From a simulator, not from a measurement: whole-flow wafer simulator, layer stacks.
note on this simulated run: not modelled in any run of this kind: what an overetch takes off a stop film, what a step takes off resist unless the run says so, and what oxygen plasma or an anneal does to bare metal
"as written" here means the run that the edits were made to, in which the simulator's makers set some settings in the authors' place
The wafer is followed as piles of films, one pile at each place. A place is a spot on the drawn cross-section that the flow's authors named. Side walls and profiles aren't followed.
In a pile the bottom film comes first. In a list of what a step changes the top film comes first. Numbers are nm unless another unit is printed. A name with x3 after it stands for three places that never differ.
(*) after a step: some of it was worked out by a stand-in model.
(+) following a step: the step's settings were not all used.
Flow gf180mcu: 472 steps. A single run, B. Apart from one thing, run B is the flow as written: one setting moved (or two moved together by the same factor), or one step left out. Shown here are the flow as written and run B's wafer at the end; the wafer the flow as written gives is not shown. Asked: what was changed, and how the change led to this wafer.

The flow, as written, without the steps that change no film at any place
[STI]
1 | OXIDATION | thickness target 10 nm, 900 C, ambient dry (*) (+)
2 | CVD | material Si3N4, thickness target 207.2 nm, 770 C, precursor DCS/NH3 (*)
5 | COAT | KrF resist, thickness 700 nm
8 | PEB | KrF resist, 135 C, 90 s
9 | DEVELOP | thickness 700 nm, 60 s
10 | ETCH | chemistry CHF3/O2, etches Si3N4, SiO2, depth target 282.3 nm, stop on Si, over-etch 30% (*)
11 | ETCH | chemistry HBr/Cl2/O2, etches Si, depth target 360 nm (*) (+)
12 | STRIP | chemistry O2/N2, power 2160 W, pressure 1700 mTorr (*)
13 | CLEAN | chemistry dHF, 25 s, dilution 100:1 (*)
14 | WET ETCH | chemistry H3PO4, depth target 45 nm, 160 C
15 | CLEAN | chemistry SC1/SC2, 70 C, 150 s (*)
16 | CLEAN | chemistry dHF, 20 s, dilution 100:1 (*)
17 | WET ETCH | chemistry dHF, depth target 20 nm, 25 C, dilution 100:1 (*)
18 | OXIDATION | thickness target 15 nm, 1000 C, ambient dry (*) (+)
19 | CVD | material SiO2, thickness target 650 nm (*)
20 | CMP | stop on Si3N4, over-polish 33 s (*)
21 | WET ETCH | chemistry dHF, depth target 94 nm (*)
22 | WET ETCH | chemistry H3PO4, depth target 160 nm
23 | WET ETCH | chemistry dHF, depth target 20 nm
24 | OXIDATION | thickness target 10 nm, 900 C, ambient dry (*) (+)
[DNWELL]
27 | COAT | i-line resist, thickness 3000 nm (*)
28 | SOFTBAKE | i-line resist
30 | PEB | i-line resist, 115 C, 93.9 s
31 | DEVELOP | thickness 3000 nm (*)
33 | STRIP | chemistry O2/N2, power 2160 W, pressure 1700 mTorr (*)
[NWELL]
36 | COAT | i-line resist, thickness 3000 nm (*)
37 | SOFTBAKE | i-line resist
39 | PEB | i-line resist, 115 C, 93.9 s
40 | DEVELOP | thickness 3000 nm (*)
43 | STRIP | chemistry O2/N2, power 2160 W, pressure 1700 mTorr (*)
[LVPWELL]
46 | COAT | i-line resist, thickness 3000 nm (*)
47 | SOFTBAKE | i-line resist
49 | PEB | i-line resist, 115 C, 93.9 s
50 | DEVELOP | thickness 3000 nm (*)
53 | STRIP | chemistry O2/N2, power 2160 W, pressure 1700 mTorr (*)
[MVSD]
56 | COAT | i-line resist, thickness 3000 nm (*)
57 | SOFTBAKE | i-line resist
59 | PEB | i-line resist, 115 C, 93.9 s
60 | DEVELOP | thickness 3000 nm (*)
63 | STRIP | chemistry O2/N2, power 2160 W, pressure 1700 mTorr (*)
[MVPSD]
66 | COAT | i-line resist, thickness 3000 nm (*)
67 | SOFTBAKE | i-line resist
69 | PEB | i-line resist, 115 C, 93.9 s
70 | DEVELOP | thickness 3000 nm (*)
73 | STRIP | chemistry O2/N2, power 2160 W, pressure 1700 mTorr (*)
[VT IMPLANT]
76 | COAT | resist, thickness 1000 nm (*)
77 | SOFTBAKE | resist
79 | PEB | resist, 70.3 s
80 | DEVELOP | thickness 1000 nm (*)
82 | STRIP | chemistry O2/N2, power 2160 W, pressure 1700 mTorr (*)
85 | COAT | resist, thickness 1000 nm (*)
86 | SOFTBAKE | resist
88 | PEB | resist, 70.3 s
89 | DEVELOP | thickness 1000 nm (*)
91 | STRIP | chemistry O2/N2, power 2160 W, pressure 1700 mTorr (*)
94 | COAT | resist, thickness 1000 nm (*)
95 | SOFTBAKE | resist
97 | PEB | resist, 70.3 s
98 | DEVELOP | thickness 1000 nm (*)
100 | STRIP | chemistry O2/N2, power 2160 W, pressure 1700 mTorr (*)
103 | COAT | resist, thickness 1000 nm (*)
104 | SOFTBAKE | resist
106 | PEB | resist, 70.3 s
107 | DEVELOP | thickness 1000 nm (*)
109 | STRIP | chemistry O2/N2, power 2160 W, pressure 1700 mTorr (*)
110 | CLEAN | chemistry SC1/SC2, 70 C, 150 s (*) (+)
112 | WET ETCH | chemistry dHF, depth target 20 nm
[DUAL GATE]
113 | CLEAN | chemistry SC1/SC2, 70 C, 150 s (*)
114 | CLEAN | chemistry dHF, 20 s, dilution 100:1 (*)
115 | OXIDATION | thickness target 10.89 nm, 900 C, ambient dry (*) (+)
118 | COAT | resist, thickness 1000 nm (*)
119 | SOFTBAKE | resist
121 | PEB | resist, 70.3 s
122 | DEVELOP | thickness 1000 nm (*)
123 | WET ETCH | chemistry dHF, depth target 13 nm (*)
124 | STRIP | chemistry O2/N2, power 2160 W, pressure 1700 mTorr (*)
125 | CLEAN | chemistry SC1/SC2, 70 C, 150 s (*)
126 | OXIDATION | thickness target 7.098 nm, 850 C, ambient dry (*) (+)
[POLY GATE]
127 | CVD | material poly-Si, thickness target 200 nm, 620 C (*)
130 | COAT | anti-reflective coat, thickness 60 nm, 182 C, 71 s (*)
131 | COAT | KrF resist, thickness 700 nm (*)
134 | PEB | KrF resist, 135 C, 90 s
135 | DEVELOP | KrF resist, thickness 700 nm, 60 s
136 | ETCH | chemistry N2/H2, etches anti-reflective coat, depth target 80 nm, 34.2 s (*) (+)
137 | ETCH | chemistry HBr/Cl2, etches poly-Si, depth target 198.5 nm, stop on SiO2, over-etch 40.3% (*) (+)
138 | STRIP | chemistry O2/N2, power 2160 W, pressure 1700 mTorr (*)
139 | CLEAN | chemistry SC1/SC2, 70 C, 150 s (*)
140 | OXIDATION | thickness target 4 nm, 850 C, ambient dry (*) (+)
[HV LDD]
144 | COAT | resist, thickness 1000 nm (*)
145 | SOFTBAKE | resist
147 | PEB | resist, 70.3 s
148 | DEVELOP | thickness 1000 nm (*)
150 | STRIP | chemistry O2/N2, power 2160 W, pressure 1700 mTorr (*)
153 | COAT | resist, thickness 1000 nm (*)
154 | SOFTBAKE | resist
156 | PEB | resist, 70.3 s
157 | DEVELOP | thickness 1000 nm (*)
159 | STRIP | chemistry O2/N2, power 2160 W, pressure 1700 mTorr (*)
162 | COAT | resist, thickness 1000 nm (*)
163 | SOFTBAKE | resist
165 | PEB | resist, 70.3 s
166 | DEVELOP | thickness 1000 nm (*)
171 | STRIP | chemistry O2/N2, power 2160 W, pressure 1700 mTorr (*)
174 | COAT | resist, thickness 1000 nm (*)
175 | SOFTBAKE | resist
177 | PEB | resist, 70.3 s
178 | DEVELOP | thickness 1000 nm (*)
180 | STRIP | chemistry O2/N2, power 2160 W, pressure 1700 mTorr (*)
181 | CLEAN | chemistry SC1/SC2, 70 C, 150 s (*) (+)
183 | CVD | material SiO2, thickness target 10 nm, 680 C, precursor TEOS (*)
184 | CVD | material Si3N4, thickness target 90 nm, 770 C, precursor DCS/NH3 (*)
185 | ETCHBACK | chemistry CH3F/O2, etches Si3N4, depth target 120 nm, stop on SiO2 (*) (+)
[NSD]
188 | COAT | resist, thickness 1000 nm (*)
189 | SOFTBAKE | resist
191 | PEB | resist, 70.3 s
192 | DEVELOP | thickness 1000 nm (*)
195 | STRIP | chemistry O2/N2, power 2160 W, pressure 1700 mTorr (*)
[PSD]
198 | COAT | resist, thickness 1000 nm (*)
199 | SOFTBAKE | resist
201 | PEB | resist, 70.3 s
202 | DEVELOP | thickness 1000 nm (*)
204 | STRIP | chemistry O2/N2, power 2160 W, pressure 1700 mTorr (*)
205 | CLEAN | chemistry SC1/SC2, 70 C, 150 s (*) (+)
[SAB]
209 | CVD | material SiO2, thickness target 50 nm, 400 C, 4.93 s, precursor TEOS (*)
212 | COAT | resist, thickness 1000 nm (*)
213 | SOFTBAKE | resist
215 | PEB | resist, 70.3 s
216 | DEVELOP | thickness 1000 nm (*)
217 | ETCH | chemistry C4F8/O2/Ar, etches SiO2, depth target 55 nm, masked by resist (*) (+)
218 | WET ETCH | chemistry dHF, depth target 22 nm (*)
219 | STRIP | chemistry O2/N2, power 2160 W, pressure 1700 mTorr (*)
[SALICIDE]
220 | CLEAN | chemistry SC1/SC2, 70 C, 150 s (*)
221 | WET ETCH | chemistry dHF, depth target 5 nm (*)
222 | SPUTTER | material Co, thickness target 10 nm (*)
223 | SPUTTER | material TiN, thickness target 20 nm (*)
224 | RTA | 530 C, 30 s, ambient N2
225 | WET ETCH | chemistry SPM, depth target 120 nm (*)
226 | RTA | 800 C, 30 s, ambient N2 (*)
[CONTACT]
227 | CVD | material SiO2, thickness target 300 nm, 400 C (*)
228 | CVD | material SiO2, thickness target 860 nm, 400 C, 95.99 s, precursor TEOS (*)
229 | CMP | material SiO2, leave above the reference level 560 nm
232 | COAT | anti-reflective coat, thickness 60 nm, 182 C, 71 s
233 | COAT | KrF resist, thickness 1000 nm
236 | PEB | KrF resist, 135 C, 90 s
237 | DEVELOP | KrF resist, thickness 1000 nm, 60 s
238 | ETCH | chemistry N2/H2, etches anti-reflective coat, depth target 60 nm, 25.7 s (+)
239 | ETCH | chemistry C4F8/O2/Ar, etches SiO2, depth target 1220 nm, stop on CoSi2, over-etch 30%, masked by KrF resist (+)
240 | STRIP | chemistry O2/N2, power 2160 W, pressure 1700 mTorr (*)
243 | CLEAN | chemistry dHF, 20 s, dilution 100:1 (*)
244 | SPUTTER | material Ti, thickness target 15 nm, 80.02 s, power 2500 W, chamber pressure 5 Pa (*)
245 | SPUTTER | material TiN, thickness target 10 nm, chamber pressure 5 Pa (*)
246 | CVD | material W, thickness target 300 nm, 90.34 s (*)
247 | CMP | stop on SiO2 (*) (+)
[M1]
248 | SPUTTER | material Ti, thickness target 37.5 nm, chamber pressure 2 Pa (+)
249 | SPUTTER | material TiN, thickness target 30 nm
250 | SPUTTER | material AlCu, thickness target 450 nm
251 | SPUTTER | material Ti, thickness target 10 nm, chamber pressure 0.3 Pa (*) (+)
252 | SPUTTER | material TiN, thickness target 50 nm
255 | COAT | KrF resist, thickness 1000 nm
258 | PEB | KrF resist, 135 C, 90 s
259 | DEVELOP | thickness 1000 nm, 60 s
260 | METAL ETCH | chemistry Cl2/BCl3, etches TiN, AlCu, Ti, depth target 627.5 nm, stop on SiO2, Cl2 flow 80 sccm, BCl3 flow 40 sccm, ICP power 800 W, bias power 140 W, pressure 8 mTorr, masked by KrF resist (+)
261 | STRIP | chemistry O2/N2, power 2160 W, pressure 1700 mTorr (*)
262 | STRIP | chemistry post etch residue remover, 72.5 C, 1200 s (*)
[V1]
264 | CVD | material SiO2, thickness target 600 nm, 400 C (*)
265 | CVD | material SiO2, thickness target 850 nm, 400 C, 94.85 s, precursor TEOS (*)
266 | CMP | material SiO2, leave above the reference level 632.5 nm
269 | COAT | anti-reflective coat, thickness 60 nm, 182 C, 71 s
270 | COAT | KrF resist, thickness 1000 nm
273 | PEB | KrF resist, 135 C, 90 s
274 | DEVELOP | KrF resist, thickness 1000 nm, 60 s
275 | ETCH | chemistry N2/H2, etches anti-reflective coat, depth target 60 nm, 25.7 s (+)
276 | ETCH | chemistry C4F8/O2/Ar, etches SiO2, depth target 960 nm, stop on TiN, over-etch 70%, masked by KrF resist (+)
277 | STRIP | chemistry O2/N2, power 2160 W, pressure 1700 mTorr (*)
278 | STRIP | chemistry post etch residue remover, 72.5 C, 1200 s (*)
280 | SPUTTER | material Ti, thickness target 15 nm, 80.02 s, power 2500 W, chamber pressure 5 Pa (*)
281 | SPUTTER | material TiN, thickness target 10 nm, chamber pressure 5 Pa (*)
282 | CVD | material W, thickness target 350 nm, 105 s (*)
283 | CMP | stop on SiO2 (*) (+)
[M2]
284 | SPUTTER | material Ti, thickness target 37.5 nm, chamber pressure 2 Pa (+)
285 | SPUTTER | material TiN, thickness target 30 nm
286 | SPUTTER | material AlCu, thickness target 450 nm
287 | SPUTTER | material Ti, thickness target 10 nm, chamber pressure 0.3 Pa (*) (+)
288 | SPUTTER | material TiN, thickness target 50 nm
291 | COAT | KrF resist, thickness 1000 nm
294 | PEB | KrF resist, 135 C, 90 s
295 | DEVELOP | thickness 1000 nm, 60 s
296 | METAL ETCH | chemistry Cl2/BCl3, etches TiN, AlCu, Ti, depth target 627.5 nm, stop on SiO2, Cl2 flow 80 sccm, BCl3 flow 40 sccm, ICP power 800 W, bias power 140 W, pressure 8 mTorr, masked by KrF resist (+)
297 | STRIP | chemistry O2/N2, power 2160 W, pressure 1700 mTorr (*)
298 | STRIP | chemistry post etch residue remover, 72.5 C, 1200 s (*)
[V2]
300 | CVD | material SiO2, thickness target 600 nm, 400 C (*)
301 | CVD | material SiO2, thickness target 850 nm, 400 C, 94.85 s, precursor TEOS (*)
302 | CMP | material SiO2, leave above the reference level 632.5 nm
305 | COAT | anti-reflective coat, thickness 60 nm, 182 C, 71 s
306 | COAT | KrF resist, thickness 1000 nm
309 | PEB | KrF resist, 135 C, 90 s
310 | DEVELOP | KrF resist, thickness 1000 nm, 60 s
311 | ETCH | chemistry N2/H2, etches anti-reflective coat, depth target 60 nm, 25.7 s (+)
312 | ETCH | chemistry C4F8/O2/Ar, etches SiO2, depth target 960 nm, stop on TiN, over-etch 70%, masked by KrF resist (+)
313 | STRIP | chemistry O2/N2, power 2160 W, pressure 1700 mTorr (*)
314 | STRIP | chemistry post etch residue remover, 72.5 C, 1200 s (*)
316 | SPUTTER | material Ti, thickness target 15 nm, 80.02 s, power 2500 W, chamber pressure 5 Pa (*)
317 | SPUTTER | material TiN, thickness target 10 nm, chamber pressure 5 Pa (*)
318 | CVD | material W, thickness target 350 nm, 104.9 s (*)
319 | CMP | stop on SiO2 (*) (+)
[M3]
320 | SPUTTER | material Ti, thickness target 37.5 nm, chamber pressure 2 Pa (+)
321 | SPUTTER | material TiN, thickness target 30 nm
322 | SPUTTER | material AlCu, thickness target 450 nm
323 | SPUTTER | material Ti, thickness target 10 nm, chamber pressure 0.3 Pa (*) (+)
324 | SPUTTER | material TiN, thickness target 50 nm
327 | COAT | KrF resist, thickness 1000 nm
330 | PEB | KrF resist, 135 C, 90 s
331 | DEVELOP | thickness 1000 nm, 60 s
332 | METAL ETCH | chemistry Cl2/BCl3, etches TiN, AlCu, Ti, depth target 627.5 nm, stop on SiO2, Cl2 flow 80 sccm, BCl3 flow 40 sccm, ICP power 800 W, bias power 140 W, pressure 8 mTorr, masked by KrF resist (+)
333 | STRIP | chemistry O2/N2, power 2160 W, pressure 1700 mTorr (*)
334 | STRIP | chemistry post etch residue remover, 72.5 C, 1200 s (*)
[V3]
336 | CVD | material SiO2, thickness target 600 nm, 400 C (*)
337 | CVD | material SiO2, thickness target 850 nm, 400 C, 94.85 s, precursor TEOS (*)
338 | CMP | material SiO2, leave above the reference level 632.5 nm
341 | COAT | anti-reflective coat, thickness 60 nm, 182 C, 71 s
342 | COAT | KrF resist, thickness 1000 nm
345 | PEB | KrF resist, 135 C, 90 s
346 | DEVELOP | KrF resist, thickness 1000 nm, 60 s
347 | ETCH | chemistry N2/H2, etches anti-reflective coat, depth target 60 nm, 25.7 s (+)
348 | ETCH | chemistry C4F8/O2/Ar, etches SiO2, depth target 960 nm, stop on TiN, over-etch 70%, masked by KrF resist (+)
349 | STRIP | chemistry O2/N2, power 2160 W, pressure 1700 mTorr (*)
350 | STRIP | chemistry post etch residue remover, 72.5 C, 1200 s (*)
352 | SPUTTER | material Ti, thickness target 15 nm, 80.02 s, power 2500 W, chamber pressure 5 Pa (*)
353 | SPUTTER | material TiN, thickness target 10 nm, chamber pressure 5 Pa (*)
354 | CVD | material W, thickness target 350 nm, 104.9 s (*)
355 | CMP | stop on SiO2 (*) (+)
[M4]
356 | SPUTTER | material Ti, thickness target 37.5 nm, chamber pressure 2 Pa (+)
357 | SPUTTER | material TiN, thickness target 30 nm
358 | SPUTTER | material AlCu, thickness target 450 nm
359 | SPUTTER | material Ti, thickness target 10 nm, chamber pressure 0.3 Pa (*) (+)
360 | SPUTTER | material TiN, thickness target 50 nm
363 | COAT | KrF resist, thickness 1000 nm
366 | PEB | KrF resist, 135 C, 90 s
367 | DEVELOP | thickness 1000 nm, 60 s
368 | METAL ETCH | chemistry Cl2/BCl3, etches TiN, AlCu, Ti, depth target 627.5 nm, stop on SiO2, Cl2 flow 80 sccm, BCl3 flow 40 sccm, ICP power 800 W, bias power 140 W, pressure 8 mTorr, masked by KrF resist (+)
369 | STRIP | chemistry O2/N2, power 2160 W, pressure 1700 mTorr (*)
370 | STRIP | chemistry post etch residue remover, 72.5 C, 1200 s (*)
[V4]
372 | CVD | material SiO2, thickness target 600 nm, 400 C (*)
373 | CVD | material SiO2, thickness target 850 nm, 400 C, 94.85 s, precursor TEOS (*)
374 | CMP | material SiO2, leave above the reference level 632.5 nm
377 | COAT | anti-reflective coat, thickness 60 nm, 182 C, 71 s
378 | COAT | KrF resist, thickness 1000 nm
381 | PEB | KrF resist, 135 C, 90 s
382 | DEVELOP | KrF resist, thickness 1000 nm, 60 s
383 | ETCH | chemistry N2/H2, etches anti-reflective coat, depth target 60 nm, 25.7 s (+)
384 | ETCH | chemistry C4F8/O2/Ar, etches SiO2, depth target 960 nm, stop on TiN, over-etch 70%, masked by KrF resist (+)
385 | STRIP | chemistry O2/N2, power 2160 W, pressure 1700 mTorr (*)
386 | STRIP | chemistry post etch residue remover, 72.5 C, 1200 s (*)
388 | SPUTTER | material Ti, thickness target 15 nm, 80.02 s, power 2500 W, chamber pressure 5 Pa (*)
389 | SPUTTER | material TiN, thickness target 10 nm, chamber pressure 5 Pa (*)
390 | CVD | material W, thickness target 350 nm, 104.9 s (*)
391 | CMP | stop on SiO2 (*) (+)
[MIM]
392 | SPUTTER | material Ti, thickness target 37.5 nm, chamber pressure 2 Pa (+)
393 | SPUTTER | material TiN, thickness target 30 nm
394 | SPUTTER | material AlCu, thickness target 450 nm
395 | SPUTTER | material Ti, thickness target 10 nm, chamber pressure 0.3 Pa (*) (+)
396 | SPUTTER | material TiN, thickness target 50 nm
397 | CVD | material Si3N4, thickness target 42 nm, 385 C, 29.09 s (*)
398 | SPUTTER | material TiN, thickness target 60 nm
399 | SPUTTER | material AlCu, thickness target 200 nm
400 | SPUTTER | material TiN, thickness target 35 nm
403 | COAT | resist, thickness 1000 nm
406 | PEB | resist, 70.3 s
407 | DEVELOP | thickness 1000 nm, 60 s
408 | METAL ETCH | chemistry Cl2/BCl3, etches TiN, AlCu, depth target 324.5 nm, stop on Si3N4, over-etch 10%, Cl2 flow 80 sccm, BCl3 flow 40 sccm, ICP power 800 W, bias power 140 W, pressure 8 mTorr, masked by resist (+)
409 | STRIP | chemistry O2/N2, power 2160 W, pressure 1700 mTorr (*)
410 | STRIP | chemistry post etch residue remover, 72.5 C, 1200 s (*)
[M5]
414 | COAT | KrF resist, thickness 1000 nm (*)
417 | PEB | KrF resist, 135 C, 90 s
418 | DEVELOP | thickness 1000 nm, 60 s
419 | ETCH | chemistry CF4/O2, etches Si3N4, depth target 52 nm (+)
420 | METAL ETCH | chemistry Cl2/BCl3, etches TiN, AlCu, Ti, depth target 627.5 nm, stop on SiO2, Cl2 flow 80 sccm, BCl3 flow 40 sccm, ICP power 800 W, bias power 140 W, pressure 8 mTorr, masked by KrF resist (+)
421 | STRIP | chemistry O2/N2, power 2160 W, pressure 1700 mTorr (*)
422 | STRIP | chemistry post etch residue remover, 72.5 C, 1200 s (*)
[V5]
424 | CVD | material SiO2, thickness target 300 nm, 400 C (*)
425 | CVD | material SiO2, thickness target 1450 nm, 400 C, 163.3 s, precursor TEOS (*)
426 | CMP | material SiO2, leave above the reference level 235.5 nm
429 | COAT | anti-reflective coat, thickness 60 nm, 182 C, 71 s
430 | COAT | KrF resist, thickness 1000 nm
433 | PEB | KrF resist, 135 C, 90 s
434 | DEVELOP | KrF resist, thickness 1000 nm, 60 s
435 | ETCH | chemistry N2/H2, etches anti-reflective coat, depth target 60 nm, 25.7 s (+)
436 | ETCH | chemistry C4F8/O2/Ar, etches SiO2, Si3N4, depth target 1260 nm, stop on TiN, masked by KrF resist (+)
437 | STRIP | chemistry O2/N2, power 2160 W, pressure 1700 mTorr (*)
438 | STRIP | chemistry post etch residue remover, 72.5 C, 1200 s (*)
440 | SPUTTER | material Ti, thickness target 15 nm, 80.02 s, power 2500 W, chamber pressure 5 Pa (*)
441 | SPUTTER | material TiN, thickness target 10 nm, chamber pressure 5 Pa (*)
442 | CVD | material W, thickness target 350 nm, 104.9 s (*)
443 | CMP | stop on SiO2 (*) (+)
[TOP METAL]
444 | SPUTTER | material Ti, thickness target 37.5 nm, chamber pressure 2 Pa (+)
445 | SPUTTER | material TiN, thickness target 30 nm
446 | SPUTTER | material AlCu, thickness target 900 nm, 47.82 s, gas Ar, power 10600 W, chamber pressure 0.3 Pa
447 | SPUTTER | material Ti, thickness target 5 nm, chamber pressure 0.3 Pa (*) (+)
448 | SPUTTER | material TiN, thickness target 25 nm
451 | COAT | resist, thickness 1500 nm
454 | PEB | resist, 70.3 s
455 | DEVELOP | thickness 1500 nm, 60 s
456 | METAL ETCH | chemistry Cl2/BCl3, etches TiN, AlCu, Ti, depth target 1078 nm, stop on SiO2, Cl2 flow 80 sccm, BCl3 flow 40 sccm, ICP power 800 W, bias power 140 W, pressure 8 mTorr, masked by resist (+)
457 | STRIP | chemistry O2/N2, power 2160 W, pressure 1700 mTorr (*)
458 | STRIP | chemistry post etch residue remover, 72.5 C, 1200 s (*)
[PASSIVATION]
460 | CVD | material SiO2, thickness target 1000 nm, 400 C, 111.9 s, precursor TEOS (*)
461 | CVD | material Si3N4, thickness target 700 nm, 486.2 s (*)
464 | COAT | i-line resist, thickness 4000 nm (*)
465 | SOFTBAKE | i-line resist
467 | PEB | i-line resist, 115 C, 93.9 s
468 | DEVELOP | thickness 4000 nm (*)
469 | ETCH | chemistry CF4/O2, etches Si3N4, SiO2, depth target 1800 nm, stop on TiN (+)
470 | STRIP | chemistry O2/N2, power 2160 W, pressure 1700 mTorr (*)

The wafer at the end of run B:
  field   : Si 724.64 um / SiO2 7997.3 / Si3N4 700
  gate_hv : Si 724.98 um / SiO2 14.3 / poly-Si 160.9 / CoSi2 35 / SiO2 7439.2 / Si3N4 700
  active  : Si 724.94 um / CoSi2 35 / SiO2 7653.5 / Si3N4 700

What caused this: step 286, SPUTTER: thickness target 220 nm was run, while the flow as written has thickness target 450 nm.

How this came from the change, step by step:
  286 | SPUTTER | material AlCu, thickness target 450 nm
      field, field__w1, field__w2 and 108 more: +220 AlCu (new film) (as written it would have been: +450 AlCu (new film))
  296 | METAL ETCH | chemistry Cl2/BCl3, etches TiN, AlCu, Ti, depth target 627.5 nm, stop on SiO2, Cl2 flow 80 sccm, BCl3 flow 40 sccm, ICP power 800 W, bias power 140 W, pressure 8 mTorr, masked by KrF resist (+)
      field, field__w1, field__w2 and 103 more: -50 TiN (all of it), -10 Ti (all of it), -220 AlCu (all of it), -30 TiN (all of it), -37.5 Ti (all of it) (as written it would have been: -50 TiN (all of it), -10 Ti (all of it), -450 AlCu (all of it), -30 TiN (all of it), -37.5 Ti (all of it))
      field__w8, contact, m1, m1__w1, m1_nw: -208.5 KrF resist (as written it would have been: -251 KrF resist)
  297 | STRIP | chemistry O2/N2, power 2160 W, pressure 1700 mTorr (*)
      field__w8, contact, m1, m1__w1, m1_nw: -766 KrF resist (all of it) (as written it would have been: -723.5 KrF resist (all of it))
  302 | CMP | material SiO2, leave above the reference level 632.5 nm
      field, field__w1, field__w2 and 103 more: -530 SiO2 (as written it would have been: -300 SiO2)
